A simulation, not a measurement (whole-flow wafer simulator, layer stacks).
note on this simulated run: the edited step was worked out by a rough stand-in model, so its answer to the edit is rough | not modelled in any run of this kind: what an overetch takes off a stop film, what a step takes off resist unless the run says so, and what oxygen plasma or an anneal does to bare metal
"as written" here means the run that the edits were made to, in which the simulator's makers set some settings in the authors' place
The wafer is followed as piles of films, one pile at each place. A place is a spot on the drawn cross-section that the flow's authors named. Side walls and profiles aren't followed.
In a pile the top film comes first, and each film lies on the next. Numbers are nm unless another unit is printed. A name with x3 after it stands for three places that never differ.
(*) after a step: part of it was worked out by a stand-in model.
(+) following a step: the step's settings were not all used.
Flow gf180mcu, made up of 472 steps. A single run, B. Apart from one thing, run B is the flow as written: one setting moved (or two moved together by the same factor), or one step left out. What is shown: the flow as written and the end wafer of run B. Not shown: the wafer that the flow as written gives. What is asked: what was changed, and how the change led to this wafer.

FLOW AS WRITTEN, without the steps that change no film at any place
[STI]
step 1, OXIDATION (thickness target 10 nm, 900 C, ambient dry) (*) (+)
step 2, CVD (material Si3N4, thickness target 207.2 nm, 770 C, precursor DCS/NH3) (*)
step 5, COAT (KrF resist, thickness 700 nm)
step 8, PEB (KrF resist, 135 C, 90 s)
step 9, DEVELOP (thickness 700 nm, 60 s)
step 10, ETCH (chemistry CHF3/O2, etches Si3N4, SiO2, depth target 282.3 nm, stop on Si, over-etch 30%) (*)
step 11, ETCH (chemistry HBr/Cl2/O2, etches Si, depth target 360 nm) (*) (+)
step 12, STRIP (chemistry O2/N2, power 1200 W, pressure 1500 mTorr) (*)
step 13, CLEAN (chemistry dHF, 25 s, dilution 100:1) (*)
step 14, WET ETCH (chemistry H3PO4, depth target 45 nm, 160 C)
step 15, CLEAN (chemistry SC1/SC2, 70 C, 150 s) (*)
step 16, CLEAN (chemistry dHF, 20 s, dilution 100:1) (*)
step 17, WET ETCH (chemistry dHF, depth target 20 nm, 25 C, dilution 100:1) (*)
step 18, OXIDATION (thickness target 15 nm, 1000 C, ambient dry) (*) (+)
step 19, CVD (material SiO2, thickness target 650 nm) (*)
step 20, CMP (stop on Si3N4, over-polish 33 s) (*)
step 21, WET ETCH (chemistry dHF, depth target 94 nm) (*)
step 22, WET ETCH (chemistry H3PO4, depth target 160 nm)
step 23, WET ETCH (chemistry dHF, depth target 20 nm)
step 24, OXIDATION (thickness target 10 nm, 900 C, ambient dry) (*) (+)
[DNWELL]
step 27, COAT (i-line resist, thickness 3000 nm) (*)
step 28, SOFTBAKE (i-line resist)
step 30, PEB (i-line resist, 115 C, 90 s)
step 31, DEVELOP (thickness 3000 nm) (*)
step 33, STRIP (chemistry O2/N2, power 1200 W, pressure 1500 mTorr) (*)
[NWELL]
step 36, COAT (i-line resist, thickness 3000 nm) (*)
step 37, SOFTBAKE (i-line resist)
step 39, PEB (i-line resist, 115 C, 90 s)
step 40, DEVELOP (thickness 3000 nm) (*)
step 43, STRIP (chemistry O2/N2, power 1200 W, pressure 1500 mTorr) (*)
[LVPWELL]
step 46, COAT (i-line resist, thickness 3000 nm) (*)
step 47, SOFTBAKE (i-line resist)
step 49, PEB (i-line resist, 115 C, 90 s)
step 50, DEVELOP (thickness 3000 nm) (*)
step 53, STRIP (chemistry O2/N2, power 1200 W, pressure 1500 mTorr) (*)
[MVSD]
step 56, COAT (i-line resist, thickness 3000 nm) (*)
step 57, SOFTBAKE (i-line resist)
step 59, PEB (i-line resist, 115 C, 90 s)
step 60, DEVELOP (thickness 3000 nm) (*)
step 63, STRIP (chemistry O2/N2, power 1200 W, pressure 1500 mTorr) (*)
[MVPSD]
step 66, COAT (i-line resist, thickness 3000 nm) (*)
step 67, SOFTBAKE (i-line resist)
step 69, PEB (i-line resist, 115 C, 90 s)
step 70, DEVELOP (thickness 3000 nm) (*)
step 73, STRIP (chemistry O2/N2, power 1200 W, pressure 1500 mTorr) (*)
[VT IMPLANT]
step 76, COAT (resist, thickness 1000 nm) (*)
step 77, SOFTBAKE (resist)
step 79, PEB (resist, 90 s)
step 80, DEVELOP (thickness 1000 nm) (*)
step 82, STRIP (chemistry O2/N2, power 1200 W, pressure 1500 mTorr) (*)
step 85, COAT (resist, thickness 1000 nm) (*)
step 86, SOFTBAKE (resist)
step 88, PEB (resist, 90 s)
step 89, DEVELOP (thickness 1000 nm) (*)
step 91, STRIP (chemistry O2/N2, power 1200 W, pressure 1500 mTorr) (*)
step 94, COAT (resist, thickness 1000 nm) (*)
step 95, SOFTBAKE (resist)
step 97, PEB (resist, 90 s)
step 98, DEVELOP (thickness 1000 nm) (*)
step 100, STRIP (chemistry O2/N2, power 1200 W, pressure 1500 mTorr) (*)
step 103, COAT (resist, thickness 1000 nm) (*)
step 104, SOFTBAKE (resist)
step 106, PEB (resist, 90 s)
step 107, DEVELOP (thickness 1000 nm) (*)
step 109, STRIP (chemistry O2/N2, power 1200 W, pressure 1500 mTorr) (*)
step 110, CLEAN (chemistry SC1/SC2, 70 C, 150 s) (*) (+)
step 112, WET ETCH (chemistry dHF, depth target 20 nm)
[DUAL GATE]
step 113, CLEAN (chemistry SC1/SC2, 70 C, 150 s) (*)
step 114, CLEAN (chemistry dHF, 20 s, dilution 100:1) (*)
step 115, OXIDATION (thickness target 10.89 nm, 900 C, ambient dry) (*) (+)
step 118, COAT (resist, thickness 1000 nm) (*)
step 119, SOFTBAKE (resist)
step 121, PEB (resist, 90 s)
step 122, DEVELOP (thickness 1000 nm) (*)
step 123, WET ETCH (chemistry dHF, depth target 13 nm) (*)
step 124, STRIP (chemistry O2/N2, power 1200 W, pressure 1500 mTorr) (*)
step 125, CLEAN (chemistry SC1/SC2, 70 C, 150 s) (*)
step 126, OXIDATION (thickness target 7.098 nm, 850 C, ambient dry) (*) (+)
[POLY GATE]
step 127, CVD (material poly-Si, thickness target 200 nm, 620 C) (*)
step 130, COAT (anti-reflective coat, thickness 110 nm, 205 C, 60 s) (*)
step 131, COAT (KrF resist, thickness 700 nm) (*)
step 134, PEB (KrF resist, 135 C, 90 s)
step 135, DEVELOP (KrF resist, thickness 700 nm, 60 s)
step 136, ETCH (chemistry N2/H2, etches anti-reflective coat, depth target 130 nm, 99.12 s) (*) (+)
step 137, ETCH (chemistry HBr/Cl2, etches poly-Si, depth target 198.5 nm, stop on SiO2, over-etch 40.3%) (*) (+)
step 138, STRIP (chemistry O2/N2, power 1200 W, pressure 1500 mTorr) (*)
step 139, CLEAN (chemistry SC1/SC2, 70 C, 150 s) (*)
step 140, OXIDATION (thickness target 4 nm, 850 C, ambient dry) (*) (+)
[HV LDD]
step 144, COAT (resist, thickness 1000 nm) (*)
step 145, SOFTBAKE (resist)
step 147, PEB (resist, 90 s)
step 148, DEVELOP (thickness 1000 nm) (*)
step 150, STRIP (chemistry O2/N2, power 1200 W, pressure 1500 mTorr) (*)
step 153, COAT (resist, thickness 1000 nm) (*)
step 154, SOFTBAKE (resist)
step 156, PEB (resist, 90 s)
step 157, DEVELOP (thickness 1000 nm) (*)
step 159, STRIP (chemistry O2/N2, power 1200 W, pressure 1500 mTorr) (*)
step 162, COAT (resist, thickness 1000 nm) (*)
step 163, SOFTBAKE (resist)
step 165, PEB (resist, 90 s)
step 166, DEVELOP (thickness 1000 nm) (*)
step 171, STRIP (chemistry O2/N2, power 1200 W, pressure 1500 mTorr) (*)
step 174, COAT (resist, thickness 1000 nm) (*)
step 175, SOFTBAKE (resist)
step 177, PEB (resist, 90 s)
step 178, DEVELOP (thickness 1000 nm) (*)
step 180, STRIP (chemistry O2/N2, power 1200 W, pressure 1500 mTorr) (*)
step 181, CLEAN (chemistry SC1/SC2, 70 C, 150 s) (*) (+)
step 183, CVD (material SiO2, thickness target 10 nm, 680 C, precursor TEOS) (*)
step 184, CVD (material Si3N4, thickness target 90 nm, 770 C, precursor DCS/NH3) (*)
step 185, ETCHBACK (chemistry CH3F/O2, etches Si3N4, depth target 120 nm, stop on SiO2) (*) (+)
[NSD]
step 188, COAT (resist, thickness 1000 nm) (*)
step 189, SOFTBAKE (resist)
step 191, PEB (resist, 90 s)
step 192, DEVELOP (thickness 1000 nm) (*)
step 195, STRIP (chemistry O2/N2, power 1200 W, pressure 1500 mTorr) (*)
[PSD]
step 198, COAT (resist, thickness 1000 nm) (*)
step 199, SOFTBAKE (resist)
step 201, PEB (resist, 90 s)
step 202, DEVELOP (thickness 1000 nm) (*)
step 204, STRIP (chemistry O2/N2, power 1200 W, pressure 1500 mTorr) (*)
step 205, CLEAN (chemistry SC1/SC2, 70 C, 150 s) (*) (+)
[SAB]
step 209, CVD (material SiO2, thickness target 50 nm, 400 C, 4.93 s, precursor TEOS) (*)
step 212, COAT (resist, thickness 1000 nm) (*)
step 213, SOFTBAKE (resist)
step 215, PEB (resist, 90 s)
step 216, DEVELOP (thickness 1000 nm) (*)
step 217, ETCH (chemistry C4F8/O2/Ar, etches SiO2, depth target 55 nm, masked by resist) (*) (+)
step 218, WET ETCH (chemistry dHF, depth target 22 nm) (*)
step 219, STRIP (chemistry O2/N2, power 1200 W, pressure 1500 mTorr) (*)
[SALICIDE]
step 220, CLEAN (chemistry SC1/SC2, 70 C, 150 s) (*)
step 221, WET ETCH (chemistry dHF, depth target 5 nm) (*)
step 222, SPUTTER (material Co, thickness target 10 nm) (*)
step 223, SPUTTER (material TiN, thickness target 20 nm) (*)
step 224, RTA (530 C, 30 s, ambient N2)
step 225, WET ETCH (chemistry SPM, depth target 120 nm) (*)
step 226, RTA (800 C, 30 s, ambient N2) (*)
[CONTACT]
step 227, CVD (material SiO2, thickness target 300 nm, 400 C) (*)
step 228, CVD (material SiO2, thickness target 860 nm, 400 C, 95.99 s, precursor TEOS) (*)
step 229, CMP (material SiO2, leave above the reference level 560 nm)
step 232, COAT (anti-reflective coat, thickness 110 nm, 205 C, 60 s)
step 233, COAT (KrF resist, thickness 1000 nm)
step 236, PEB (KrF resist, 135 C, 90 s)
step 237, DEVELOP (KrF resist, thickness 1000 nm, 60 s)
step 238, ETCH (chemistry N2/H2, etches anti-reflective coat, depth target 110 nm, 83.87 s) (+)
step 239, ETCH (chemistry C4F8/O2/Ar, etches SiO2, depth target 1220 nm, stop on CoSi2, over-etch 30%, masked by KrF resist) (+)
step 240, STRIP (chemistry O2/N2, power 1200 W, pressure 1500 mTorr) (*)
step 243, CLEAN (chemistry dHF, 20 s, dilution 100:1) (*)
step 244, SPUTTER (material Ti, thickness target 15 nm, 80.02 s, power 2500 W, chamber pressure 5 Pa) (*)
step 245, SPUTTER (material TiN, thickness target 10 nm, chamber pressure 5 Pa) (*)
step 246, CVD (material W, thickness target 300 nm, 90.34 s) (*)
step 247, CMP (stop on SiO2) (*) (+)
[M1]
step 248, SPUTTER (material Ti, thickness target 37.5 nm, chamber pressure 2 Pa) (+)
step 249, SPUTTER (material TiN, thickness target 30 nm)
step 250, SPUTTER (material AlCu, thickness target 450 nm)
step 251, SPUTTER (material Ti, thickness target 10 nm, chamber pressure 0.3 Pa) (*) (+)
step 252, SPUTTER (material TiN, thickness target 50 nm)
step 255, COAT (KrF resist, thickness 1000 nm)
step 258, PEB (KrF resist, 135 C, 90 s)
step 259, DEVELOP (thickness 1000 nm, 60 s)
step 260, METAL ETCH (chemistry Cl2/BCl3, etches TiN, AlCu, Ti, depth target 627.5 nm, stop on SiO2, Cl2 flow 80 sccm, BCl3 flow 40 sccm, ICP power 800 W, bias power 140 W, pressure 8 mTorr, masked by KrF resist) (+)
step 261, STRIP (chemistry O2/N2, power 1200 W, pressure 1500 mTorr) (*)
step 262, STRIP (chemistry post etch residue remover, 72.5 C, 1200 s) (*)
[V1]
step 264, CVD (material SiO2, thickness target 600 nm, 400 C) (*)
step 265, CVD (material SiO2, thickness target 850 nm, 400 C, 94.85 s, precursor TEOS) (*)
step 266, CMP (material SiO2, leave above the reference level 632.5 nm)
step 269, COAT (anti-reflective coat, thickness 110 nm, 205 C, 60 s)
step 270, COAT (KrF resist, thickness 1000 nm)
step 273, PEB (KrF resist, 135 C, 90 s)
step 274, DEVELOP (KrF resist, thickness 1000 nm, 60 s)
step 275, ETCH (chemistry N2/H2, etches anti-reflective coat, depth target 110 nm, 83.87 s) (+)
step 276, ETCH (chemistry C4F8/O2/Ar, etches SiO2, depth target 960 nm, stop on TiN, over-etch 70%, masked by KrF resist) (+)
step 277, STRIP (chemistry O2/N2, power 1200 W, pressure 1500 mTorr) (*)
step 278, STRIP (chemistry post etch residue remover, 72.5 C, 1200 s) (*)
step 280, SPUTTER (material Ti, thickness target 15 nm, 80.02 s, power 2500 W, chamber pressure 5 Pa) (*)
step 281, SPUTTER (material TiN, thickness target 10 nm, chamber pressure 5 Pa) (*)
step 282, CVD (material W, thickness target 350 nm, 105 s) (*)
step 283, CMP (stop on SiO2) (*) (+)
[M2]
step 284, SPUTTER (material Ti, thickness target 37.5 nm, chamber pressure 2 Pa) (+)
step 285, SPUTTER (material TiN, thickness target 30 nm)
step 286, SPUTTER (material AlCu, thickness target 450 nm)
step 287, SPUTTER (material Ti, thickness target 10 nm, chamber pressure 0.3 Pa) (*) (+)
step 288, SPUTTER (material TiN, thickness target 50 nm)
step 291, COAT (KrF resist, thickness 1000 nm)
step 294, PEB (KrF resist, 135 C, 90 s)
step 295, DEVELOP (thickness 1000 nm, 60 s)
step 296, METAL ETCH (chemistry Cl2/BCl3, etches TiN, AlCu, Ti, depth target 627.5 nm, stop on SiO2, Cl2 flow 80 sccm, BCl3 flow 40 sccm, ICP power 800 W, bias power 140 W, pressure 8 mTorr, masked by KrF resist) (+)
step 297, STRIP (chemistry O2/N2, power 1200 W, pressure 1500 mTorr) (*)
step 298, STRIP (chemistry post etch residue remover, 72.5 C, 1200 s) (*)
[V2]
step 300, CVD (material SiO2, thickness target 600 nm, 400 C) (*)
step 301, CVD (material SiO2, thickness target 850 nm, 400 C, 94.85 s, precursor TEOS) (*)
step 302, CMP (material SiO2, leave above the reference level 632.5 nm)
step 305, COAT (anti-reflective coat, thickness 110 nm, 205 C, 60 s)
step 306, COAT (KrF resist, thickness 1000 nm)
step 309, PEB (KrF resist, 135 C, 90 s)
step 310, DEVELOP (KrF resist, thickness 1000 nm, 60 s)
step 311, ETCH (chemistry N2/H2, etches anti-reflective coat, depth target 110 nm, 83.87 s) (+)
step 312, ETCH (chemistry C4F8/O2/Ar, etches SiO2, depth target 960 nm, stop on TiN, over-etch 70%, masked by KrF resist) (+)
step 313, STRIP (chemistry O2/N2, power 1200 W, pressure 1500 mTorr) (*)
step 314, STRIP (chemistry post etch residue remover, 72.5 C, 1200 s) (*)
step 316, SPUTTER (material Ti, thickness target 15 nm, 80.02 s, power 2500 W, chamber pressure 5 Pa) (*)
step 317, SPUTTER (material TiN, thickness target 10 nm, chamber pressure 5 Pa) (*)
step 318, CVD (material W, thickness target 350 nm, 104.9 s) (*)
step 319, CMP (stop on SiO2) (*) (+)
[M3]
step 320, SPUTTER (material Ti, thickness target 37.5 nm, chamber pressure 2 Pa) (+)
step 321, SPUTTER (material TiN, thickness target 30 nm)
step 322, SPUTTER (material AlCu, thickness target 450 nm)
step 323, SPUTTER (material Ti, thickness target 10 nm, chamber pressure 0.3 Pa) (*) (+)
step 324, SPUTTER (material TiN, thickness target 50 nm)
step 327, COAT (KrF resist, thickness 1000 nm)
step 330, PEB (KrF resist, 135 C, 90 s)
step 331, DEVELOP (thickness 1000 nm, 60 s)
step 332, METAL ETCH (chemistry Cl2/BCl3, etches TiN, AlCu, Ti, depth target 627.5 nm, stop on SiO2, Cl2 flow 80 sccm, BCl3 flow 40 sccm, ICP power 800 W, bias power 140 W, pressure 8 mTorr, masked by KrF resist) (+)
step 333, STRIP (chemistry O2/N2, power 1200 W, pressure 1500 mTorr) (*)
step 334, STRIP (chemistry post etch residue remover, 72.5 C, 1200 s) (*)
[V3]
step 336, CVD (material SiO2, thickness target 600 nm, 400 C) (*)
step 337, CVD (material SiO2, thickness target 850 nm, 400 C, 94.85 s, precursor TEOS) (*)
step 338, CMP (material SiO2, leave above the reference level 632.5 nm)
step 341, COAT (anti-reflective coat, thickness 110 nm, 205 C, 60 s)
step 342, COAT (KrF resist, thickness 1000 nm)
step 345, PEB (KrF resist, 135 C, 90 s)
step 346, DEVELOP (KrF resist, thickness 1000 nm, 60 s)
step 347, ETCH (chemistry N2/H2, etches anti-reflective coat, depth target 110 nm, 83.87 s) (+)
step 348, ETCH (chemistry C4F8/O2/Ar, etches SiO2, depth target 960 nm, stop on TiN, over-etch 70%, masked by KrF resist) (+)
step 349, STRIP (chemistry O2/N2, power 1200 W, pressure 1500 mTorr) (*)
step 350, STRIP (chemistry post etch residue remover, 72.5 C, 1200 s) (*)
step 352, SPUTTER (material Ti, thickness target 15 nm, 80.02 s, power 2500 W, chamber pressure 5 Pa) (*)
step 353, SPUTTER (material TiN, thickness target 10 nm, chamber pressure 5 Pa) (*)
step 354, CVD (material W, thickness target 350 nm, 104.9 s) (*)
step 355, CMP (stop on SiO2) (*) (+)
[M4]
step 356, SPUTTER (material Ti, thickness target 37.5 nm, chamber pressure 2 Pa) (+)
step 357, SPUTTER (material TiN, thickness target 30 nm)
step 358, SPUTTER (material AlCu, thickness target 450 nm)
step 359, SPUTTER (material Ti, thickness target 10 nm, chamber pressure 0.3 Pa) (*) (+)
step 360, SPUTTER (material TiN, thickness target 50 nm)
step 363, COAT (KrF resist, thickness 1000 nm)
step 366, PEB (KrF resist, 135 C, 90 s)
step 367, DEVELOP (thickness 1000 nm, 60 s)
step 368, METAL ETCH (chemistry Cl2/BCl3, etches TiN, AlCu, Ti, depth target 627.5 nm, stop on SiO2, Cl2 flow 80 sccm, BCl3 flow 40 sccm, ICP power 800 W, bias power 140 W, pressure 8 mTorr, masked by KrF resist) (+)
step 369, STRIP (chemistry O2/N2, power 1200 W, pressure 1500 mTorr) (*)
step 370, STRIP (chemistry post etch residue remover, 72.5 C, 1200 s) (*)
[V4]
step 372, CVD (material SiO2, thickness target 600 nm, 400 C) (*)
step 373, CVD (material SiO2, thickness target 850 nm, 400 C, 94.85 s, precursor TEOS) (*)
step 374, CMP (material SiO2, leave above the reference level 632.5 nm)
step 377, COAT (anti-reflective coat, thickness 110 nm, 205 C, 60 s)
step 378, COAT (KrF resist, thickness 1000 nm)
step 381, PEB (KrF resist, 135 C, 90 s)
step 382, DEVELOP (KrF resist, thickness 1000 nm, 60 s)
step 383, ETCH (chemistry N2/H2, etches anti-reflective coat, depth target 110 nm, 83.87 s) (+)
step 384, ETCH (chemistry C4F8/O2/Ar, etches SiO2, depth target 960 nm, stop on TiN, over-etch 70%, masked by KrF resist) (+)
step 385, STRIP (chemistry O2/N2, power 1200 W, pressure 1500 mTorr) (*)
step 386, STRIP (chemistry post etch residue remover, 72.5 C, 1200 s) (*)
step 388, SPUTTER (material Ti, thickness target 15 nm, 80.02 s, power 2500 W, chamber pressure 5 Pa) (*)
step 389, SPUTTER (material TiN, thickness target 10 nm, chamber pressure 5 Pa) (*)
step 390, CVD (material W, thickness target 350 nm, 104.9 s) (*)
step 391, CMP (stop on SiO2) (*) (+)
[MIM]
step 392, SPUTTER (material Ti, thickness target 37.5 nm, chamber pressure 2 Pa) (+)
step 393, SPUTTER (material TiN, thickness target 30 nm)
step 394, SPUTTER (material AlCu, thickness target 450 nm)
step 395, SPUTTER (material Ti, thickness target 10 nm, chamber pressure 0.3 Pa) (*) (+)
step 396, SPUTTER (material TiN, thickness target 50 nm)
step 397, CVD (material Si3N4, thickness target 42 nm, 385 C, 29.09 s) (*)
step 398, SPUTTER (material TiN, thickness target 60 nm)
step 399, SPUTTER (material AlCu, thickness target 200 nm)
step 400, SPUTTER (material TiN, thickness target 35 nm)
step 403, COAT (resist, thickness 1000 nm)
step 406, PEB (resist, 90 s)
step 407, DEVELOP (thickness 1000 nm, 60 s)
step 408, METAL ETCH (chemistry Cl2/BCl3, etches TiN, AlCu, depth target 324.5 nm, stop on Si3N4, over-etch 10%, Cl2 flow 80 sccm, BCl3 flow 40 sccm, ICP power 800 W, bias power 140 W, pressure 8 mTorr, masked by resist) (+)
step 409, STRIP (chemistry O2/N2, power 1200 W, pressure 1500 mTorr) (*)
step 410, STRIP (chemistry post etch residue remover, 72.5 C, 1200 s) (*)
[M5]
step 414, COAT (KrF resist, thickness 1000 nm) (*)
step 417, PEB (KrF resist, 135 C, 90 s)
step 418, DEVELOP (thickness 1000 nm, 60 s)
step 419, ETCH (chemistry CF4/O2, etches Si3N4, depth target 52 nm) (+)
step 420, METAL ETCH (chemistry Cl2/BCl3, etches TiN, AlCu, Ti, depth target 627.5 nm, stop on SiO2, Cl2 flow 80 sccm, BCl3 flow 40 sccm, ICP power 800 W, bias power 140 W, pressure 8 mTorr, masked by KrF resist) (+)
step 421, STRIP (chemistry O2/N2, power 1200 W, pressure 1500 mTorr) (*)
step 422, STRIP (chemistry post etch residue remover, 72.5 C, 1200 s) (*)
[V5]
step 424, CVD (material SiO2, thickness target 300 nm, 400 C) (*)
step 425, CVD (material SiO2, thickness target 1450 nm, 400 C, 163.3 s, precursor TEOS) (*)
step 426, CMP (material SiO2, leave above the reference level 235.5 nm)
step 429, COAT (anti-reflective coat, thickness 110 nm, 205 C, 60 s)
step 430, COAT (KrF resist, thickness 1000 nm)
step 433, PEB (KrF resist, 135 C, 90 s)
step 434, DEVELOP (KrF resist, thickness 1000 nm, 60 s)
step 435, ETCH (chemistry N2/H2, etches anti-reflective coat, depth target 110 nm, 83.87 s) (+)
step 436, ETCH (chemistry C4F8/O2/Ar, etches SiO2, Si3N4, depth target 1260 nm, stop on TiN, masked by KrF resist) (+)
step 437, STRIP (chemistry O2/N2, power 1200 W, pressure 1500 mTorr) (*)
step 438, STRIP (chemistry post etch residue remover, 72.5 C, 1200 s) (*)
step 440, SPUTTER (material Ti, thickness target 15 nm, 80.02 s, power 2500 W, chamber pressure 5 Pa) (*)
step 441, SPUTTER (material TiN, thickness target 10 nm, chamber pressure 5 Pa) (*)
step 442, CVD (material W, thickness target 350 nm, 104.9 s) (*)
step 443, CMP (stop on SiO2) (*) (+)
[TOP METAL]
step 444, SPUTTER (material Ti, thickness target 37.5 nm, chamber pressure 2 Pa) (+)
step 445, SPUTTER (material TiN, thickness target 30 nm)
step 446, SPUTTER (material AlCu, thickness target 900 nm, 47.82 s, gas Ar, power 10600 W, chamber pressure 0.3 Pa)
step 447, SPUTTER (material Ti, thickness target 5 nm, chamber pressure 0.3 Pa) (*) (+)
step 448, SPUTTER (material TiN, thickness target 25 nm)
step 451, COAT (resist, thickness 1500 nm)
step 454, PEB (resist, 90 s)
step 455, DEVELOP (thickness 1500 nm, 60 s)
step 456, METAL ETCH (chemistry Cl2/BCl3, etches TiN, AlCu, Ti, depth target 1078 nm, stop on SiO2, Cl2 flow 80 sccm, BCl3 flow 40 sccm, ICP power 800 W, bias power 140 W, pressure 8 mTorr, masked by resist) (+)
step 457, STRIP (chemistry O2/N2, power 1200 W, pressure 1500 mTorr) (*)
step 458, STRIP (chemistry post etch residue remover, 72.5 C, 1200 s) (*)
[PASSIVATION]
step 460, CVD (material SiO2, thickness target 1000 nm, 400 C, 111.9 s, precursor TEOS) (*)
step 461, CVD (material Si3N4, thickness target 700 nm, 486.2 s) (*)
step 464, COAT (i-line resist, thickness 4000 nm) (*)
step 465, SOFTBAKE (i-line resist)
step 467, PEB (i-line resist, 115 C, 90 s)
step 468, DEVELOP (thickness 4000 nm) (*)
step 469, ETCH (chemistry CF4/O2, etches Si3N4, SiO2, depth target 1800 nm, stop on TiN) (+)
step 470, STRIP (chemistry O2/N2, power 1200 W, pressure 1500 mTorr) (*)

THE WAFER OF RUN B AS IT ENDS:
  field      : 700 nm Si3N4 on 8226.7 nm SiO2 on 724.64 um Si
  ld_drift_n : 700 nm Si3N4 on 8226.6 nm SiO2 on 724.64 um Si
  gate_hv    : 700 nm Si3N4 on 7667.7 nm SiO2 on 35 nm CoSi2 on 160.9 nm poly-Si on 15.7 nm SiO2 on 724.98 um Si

What caused this: step 126, OXIDATION: thickness target 8.802 nm was run, whereas the flow has thickness target 7.098 nm.

The path from the change to this, step by step:
  step 126, OXIDATION (thickness target 7.098 nm, 850 C, ambient dry) (*) (+)
      gate_hv, active_hv, active_nat and 25 more: SiO2 gains 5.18, Si loses 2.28 (as written it would have been: SiO2 gains 3.72, Si loses 1.64)
      active, n_well, p_well and 12 more: SiO2 gains 8.8 (new film), chemical SiO2 loses 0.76 (all of it), Si loses 3.54 (as written it would have been: SiO2 gains 7.1 (new film), chemical SiO2 loses 0.76 (all of it), Si loses 2.79)
  step 189, SOFTBAKE (resist)
      nw_enc_fld_lv__w3: resist loses 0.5 (as written it would have been: resist gains 0.35)
  step 199, SOFTBAKE (resist)
      nw_enc_fld_lv__w3: resist loses 0.5 (as written it would have been: resist gains 0.35)
  step 218, WET ETCH (chemistry dHF, depth target 22 nm) (*)
      active, p_well, sd_n, iso_ptap_pw, iso_ntap_nw, iso_ptap_sub, vpnp_e: SiO2 loses 10.6 (all of it) (as written it would have been: SiO2 loses 9.01 (all of it))
      ldn_tap, ldn_src, ldn_drn, ldp_tap, ldp_src, ldp_drn, ldp_gr: SiO2 loses 17.4 (all of it) (as written it would have been: SiO2 loses 16 (all of it))
      (also at 9 further places)
